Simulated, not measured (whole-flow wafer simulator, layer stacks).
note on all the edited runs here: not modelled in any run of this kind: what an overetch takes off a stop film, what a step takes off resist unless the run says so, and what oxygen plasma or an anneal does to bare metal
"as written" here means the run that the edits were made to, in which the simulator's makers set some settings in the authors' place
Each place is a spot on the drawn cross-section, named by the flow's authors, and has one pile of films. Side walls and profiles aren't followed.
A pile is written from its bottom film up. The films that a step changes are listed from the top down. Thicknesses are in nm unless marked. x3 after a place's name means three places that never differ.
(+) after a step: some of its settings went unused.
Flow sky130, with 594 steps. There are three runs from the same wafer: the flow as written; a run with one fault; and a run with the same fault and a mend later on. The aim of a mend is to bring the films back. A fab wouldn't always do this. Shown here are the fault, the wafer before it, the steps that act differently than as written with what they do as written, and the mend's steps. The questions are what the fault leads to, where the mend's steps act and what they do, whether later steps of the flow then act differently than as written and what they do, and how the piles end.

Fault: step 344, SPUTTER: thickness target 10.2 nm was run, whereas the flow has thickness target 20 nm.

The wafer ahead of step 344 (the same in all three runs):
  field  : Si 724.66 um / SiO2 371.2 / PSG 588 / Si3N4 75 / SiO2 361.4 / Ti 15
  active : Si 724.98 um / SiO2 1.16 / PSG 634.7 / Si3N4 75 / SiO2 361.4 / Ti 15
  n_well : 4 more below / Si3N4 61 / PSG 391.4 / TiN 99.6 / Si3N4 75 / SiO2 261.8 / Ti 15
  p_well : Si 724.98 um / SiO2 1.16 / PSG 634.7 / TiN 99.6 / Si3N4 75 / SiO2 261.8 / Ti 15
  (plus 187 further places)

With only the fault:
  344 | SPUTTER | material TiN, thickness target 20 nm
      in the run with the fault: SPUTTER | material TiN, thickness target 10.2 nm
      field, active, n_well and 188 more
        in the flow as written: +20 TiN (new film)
        in the run with the fault: +10.2 TiN (new film)
  Steps further on in the flow that do not act as written (not shown: 13 more steps that differ only slightly, by at most 2% or 0.5 nm, whichever is larger):
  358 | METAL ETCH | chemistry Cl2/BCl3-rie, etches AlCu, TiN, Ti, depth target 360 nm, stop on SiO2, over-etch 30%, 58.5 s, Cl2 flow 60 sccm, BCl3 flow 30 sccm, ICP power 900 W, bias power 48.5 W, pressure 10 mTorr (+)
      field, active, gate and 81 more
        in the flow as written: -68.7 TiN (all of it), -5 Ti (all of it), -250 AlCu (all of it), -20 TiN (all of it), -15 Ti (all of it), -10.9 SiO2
        in the run with the fault: -68.7 TiN (all of it), -5 Ti (all of it), -250 AlCu (all of it), -10.2 TiN (all of it), -15 Ti (all of it), -11.9 SiO2
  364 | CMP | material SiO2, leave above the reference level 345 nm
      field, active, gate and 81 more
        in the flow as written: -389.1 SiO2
        in the run with the fault: -397.9 SiO2
  By the end, the piles at n_well, p_well, gate_hv and 104 more depart from the flow's by more than 2% or 0.5 nm, whichever is larger.
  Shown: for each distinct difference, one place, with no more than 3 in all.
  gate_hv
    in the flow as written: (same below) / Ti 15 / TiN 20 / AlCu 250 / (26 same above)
    in the run with the fault: (same below) / Ti 15 / TiN 10.2 / AlCu 250 / (26 same above)
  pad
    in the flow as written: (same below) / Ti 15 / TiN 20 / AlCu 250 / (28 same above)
    in the run with the fault: (same below) / Ti 15 / TiN 10.2 / AlCu 250 / (28 same above)
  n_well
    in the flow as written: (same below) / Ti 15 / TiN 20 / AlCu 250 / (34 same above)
    in the run with the fault: (same below) / Ti 15 / TiN 10.2 / AlCu 250 / (34 same above)

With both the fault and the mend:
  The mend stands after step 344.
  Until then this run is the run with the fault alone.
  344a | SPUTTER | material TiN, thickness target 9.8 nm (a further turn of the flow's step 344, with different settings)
      field, active, n_well and 188 more
        +9.8 TiN
  None of the later steps of the flow acts differently than as written at any place that is followed.
  The piles end the same as the flow's at every place that both follow.
